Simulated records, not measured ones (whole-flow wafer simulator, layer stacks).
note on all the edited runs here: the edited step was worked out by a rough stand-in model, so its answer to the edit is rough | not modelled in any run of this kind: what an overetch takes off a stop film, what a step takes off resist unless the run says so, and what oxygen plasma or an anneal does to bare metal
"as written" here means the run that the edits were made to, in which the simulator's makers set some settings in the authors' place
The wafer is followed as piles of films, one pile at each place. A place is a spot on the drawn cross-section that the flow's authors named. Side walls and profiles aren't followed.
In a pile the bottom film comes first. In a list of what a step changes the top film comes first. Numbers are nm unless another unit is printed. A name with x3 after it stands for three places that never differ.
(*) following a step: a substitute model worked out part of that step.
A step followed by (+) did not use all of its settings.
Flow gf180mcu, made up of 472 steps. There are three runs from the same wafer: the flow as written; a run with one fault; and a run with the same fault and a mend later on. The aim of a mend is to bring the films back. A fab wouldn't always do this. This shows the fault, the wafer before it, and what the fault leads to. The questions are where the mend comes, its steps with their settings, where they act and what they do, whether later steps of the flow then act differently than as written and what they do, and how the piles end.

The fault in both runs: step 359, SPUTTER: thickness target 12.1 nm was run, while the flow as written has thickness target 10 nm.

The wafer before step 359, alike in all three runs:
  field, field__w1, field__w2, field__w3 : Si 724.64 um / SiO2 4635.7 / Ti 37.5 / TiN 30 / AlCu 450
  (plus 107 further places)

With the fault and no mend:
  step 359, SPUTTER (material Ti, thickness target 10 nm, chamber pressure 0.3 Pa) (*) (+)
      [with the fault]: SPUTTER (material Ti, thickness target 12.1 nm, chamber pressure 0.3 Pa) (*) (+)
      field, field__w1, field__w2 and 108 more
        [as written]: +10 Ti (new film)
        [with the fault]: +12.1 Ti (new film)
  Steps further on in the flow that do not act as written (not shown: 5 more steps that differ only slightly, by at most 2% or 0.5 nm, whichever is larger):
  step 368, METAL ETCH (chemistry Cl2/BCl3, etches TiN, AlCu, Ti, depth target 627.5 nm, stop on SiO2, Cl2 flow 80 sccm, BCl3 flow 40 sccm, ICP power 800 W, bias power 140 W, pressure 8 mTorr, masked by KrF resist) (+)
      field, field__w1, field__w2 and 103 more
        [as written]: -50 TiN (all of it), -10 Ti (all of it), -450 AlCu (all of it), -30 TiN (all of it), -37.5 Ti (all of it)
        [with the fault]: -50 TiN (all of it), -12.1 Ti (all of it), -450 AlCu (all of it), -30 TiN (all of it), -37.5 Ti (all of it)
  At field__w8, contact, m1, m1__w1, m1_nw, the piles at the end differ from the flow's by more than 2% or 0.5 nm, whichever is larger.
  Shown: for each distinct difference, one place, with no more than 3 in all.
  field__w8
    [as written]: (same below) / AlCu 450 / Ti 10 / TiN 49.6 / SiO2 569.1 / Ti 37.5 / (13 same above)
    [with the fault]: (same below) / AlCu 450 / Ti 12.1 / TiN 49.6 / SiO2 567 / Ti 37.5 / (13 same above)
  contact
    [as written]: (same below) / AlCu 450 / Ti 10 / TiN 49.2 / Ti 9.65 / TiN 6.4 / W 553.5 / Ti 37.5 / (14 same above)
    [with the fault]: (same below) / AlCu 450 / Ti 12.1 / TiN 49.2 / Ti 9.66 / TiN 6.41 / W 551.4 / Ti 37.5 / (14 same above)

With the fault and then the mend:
  The mend follows step 359.
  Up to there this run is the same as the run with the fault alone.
  step 359a, METAL ETCH (chemistry Cl2/BCl3, etches TiN, AlCu, Ti, depth target 2.1 nm, Cl2 flow 80 sccm, BCl3 flow 40 sccm, ICP power 800 W, bias power 140 W, pressure 8 mTorr) (the flow's step 260, run once more with other settings)
      field, field__w1, field__w2 and 108 more
        -2.1 Ti
  None of the later steps of the flow acts differently than as written at any place that is followed.
  By the end, the piles equal the flow's at every place that both follow.
